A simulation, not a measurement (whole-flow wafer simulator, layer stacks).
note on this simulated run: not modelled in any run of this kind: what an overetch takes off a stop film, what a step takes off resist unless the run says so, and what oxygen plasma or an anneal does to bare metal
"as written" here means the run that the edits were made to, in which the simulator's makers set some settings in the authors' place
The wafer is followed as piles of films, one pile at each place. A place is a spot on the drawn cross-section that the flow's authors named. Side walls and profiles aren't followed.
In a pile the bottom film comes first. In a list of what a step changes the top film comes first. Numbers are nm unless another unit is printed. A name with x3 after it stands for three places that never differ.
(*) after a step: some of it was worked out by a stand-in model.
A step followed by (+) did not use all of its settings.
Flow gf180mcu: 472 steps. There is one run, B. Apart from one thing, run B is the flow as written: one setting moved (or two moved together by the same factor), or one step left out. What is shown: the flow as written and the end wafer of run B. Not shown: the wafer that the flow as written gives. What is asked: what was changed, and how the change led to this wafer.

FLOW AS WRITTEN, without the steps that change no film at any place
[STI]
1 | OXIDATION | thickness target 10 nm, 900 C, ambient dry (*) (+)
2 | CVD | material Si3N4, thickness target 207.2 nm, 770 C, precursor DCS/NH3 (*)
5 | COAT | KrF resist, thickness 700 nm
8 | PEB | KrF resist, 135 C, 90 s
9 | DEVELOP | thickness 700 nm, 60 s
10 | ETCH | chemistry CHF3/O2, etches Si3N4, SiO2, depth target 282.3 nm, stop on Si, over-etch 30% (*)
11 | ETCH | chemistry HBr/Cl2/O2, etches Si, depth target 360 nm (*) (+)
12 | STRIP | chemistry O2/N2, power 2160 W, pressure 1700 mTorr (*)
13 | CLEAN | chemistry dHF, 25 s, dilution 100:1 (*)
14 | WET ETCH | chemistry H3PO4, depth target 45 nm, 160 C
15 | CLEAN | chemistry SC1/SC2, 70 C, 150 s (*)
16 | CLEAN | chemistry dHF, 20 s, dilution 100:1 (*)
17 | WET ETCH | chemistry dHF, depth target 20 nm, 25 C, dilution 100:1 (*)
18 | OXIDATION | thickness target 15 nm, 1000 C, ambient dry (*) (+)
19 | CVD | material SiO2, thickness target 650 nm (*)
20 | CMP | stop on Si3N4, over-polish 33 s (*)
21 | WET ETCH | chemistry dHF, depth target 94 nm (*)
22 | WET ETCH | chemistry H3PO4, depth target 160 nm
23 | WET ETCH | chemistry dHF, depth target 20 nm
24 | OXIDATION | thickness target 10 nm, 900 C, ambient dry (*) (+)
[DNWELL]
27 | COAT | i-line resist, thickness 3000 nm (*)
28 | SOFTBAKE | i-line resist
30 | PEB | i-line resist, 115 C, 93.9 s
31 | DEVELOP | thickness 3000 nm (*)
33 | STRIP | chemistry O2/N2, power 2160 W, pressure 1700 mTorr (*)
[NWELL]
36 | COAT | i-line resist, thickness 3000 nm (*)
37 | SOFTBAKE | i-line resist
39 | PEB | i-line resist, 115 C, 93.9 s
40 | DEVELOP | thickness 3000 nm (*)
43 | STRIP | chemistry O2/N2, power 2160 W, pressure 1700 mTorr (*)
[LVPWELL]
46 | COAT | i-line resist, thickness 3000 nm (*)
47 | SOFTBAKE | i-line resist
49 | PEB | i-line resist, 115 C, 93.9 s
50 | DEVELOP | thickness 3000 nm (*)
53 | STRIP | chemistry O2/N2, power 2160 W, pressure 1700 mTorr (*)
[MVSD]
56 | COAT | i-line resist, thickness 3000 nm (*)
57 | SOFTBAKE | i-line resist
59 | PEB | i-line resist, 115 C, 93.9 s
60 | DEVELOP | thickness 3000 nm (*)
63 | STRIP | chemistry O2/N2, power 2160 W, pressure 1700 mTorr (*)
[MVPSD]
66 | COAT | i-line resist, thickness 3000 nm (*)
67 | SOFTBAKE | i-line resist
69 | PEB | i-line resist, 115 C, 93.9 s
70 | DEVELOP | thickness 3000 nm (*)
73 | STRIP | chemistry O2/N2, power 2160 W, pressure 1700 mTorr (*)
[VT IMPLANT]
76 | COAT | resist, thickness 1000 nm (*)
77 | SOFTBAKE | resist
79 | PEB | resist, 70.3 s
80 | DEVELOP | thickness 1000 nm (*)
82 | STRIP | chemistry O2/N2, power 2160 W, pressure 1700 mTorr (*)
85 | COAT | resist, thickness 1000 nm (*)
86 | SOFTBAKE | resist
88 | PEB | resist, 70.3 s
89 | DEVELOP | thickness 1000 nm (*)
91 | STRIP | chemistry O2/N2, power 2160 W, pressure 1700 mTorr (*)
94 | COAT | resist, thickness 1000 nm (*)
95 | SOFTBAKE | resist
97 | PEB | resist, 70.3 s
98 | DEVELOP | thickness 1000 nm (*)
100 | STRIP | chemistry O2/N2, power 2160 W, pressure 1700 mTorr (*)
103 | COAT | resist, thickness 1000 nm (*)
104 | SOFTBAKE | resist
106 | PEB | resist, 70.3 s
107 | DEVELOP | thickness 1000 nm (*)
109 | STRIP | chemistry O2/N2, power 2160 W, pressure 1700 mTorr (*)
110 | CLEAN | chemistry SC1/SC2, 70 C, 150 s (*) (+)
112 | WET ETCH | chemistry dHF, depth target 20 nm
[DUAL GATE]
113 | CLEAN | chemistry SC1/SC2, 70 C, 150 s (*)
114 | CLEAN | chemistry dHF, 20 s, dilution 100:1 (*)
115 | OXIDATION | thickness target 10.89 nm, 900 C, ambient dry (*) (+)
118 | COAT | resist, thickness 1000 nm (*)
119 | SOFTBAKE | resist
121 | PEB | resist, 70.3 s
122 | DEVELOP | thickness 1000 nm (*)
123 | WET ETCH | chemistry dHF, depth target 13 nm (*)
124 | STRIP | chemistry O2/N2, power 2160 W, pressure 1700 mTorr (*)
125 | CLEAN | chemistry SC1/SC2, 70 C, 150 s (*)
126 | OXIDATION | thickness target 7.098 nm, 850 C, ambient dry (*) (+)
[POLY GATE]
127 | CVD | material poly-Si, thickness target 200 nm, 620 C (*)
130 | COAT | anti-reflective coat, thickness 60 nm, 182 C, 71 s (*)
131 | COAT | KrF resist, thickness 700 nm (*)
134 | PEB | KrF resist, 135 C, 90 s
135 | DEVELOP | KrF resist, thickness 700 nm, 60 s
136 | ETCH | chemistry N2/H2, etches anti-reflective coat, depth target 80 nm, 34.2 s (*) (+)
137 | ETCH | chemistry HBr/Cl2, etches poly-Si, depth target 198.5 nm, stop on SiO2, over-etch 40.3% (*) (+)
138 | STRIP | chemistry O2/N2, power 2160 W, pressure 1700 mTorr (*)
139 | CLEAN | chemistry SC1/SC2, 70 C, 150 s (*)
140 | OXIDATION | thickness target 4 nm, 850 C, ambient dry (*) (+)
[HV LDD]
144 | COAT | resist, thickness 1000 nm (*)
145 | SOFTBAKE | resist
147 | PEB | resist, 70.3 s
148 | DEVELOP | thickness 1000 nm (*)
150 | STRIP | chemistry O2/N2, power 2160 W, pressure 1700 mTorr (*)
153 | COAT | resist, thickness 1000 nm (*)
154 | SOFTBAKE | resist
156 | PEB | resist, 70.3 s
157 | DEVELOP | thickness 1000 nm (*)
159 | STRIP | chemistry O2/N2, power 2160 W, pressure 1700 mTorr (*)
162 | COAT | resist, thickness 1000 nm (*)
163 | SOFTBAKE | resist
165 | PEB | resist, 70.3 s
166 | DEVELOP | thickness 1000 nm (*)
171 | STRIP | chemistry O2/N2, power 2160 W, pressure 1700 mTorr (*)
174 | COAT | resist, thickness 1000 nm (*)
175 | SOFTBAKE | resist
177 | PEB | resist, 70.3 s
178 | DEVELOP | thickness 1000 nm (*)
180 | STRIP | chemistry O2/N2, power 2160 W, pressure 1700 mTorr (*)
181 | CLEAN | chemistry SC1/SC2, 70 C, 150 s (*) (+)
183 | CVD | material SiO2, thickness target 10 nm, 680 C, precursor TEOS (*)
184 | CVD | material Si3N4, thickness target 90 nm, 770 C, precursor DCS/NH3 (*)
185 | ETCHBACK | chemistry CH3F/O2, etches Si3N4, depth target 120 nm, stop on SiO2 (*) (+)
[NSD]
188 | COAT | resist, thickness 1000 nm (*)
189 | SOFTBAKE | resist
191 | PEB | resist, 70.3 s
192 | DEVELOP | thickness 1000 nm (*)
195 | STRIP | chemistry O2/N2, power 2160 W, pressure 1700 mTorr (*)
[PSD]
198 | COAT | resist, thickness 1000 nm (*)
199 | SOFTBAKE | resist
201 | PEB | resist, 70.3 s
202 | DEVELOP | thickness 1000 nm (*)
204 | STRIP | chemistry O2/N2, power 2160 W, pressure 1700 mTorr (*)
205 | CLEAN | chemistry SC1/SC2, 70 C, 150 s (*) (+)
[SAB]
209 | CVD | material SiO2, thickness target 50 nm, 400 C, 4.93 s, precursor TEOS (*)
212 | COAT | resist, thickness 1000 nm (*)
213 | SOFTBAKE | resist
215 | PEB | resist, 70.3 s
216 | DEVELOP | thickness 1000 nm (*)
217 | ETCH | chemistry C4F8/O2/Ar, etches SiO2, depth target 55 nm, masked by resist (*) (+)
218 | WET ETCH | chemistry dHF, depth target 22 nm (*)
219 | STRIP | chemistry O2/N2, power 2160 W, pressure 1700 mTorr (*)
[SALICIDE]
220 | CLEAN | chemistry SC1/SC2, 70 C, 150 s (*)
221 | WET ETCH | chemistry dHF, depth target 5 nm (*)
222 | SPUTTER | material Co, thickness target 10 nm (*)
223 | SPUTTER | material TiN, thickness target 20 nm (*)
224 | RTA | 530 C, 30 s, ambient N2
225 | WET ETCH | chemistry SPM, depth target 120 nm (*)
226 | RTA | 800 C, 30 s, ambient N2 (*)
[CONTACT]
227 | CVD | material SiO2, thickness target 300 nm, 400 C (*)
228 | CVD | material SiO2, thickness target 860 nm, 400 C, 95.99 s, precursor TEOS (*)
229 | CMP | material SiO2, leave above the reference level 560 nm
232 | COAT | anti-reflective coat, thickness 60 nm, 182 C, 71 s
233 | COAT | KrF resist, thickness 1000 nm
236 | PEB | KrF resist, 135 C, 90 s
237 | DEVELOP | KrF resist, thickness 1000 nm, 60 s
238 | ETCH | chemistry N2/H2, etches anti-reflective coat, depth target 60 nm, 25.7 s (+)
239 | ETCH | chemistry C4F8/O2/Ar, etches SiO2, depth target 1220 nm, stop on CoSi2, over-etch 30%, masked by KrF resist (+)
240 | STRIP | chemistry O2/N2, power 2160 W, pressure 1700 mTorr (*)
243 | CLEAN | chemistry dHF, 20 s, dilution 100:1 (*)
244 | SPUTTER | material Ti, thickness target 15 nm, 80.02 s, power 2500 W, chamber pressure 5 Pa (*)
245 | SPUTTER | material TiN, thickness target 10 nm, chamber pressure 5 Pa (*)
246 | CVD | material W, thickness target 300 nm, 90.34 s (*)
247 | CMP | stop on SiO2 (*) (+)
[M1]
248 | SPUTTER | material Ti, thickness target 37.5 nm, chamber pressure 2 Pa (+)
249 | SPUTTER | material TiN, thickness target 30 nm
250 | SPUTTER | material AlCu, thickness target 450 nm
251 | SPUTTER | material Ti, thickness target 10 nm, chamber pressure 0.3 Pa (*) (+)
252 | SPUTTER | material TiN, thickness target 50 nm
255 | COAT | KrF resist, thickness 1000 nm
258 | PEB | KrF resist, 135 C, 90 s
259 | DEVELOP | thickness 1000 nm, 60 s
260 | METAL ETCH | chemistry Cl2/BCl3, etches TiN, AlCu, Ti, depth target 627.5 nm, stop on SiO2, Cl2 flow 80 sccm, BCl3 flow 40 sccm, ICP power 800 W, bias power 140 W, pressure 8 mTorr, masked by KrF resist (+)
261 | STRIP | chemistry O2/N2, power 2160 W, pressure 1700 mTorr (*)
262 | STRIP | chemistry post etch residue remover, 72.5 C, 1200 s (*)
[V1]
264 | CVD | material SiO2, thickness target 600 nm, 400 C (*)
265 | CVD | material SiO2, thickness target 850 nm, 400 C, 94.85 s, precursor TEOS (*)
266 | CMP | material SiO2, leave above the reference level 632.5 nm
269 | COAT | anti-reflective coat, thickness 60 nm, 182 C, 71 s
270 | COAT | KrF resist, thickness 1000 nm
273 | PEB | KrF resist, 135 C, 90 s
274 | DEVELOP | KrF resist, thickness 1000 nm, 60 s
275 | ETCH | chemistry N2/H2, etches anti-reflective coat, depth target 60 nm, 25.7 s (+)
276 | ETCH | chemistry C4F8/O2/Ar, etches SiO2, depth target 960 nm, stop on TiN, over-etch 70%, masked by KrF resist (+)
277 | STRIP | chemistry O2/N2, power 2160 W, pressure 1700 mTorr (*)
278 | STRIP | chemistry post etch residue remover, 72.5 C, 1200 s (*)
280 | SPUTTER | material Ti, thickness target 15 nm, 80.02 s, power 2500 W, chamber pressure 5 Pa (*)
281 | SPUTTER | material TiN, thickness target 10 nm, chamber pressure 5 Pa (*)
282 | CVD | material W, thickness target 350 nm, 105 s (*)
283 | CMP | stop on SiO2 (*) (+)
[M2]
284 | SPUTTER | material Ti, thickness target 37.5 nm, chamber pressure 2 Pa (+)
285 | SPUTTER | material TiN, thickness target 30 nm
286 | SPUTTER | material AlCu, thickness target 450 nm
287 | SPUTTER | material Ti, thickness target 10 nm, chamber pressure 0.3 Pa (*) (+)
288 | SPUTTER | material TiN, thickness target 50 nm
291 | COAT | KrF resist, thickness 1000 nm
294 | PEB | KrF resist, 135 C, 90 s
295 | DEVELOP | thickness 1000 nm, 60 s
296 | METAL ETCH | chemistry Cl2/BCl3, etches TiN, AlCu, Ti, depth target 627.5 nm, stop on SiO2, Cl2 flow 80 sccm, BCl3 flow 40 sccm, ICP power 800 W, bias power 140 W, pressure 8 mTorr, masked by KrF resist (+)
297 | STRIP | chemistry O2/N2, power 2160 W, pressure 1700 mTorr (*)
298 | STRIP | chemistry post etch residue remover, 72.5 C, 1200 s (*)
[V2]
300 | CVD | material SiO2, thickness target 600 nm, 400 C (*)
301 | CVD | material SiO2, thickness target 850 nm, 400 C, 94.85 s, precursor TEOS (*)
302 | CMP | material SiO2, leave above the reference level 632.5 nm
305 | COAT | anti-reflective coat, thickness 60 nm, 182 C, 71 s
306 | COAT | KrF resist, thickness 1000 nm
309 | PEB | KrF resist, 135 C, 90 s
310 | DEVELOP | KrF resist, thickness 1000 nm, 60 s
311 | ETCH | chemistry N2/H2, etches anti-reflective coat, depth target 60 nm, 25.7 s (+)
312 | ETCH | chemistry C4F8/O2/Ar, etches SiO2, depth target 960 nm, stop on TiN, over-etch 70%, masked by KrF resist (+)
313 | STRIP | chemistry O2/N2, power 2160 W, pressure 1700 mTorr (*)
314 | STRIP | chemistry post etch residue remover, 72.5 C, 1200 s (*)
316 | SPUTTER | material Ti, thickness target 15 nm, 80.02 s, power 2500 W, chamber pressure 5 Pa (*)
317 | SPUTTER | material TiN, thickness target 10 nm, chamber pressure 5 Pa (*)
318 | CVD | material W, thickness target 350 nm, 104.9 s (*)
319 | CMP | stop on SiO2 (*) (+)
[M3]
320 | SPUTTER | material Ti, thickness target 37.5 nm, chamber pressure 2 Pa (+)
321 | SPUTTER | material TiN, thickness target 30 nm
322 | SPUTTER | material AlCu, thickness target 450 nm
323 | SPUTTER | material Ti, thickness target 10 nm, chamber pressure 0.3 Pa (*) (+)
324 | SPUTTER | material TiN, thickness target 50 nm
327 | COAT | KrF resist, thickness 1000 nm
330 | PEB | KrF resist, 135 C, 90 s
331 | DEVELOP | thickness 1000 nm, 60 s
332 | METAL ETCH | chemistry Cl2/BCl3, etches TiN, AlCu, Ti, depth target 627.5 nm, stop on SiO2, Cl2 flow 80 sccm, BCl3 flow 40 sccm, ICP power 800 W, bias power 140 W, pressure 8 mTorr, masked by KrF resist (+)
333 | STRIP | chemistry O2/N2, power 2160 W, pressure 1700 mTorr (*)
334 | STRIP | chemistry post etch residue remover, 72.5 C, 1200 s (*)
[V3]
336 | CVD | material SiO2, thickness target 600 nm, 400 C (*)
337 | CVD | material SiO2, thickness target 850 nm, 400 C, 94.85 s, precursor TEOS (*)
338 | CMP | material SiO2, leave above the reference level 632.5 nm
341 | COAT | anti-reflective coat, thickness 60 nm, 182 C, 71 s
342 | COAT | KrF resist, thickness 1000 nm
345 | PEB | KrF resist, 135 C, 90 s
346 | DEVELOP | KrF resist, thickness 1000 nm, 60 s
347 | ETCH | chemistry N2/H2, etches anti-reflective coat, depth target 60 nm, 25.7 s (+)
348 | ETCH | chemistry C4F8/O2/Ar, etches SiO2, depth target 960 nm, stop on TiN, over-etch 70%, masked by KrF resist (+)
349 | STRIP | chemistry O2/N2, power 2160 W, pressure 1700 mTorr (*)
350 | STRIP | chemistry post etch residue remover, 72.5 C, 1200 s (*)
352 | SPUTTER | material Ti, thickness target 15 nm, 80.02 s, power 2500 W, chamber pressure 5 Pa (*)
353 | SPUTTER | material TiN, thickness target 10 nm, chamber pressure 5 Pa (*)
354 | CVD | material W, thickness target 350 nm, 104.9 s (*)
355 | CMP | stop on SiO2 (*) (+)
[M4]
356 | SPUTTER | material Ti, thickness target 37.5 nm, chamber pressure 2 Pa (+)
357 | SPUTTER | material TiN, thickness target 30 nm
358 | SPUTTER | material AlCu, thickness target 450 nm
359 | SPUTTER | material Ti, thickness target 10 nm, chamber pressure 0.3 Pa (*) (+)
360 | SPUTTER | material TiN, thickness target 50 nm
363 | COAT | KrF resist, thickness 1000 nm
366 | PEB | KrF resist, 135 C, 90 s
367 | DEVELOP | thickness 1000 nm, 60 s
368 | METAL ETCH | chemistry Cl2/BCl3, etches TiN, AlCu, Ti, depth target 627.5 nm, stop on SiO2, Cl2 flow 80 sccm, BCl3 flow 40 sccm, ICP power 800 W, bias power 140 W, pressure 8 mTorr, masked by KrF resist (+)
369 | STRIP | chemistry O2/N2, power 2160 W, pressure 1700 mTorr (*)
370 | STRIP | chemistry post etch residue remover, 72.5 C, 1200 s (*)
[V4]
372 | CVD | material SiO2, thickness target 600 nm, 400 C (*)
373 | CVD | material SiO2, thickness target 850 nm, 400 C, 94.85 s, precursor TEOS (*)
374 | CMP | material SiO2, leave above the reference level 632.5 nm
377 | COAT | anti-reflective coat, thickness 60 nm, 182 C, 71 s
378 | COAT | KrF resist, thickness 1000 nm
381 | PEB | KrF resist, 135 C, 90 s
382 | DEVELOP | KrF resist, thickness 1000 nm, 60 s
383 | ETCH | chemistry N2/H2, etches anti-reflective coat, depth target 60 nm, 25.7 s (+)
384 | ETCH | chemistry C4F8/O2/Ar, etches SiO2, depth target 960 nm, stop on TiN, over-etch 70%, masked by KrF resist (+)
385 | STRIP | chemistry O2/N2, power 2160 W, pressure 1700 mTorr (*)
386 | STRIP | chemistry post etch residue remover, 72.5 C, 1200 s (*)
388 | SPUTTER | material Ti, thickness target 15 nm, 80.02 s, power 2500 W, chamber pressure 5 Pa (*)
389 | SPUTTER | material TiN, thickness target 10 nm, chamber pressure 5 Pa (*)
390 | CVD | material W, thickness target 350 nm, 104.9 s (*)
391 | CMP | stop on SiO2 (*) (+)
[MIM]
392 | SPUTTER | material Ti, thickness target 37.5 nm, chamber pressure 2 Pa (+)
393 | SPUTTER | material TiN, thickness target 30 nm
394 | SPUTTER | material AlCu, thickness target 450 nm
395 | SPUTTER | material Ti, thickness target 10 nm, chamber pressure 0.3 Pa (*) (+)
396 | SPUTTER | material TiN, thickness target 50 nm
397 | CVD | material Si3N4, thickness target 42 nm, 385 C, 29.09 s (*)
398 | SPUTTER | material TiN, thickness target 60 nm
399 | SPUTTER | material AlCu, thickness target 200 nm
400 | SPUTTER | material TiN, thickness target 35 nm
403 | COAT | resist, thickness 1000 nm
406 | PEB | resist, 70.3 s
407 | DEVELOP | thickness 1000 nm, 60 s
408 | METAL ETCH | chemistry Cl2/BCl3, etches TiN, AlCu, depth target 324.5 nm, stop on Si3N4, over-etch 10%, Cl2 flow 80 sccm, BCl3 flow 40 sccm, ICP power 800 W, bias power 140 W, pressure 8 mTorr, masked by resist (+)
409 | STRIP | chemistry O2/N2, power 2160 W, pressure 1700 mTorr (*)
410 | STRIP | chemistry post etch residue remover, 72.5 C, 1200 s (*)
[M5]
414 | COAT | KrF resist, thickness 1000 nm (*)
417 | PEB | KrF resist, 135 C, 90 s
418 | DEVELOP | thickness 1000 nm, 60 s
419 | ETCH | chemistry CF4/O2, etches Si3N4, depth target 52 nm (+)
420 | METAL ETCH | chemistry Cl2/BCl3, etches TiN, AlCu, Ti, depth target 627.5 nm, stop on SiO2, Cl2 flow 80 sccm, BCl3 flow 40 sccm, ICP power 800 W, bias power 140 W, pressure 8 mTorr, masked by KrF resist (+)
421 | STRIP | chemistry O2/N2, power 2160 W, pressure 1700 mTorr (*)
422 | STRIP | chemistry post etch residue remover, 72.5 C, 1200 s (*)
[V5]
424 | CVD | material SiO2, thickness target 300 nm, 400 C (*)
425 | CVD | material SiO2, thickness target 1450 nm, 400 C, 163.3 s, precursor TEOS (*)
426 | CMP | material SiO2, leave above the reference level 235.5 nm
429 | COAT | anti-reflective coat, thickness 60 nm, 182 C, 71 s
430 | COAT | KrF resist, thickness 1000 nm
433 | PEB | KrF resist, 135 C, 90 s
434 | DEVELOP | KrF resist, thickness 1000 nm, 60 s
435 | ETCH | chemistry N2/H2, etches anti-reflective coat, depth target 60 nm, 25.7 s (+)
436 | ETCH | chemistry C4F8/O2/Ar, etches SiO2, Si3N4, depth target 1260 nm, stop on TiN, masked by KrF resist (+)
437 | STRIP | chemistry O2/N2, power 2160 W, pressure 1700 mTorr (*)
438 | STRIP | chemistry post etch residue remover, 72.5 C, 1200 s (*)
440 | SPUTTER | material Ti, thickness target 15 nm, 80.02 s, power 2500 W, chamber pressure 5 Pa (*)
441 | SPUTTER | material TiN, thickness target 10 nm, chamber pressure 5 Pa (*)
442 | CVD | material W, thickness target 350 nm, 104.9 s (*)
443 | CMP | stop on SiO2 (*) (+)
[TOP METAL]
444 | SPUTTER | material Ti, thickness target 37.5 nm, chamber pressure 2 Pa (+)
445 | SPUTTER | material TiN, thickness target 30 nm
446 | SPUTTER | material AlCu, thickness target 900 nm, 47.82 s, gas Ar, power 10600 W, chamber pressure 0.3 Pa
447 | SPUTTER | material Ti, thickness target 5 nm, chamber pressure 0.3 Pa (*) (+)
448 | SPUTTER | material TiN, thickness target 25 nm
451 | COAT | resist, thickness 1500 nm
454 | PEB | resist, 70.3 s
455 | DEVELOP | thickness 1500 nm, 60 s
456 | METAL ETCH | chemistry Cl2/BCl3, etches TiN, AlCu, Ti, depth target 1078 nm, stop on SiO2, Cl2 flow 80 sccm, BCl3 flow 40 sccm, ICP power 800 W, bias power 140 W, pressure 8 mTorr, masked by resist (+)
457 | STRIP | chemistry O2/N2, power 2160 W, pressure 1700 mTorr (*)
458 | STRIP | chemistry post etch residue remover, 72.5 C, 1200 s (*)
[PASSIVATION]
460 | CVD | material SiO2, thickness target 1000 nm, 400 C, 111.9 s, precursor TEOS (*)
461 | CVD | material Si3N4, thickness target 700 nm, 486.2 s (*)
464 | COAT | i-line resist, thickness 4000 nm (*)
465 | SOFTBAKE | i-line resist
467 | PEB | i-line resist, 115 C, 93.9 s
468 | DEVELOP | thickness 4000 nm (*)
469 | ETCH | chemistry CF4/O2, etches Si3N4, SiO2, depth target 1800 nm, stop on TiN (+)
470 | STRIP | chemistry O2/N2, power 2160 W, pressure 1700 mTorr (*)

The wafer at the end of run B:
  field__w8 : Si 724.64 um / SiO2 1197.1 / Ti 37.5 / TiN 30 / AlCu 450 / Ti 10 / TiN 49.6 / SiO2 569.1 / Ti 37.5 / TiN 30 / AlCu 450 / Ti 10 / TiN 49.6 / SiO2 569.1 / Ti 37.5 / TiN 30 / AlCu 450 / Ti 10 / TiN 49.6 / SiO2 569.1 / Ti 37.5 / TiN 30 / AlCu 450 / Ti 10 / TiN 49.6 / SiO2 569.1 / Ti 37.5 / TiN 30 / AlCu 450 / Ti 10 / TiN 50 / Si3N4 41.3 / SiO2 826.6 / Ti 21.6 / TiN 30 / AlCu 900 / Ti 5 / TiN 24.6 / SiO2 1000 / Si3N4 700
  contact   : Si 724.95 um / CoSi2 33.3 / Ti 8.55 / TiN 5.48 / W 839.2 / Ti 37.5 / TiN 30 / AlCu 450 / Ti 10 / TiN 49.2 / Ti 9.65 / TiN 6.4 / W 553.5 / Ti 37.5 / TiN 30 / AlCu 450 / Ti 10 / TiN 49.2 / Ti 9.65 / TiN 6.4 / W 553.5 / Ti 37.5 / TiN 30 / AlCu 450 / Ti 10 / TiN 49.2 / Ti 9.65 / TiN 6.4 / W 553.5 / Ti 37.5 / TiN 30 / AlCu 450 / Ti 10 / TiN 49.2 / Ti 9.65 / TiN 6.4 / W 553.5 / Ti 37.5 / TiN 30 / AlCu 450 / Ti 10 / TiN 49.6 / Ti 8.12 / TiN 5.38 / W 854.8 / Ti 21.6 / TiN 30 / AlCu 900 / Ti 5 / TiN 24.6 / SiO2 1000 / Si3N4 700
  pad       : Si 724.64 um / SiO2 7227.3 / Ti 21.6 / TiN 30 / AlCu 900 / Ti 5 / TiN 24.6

Cause: step 444, SPUTTER: thickness target 21.6 nm was run, though the flow has thickness target 37.5 nm.
One can read it off the wafer: field__w8 has Ti 21.6, and step 444 as written asks for 37.5 nm.

How this came from the change, step by step:
  444 | SPUTTER | material Ti, thickness target 37.5 nm, chamber pressure 2 Pa (+)
      field, field__w1, field__w2 and 109 more: Ti gains 21.6 (new film) (it would be, as written: Ti gains 37.5 (new film))
  456 | METAL ETCH | chemistry Cl2/BCl3, etches TiN, AlCu, Ti, depth target 1078 nm, stop on SiO2, Cl2 flow 80 sccm, BCl3 flow 40 sccm, ICP power 800 W, bias power 140 W, pressure 8 mTorr, masked by resist (+)
      field, field__w1, field__w2 and 103 more: TiN loses 25 (all of it), Ti loses 5 (all of it), AlCu loses 900 (all of it), TiN loses 30 (all of it), Ti loses 21.6 (all of it) (it would be, as written: TiN loses 25 (all of it), Ti loses 5 (all of it), AlCu loses 900 (all of it), TiN loses 30 (all of it), Ti loses 37.5 (all of it))
  465 | SOFTBAKE | i-line resist
      ld_acc_p, ld_fp_p, ld_drift_p: i-line resist gains 33 (it would be, as written: i-line resist gains 33.8)
      field__w11, field__w13: i-line resist gains 36.7 (it would be, as written: i-line resist gains 37.6)
      (and at 58 other places as well)
